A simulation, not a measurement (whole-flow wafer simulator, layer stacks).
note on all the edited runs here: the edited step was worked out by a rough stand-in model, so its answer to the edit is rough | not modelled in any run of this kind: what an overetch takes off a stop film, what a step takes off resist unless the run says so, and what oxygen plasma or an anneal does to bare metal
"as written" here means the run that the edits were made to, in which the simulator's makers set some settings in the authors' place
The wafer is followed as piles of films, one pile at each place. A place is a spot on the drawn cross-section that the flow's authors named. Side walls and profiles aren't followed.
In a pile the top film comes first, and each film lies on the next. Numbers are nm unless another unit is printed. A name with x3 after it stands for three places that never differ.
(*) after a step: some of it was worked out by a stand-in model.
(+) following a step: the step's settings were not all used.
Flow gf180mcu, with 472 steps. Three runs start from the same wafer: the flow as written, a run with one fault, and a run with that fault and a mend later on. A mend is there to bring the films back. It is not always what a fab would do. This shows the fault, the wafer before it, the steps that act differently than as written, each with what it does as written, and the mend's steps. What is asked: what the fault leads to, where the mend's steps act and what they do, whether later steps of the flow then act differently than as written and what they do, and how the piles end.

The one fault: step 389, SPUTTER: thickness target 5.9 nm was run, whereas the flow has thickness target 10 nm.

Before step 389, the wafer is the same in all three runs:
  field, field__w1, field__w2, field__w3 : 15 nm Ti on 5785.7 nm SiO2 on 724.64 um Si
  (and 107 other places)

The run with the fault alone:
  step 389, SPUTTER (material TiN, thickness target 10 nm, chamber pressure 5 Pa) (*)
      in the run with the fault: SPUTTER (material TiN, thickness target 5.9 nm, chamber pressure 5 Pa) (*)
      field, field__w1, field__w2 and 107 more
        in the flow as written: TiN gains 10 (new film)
        in the run with the fault: TiN gains 5.9 (new film)
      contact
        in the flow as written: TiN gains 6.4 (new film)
        in the run with the fault: TiN gains 3.78 (new film)
  Later steps of the flow acting differently than as written (1 other step is not shown; it differs only slightly, by no more than 2% or 0.5 nm, whichever is larger):
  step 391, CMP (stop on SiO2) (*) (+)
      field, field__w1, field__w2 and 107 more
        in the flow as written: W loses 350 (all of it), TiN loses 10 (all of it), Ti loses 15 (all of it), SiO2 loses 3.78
        in the run with the fault: W loses 350 (all of it), TiN loses 5.9 (all of it), Ti loses 15 (all of it), SiO2 loses 3.74
  The piles end different from the flow's at contact by more than 2% or 0.5 nm, whichever is larger.
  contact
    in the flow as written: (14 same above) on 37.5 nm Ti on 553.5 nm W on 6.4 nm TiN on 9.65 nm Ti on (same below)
    in the run with the fault: (14 same above) on 37.5 nm Ti on 556.2 nm W on 3.78 nm TiN on 9.65 nm Ti on (same below)

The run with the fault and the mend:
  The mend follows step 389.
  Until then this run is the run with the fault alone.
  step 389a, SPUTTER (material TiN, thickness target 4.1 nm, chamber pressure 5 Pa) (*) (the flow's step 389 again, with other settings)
      field, field__w1, field__w2 and 107 more
        TiN gains 4.1
      contact
        TiN gains 2.62
  Every later step of the flow that is run acts as written at every place that is followed.
  At every place that both follow, the piles at the end match the flow's.
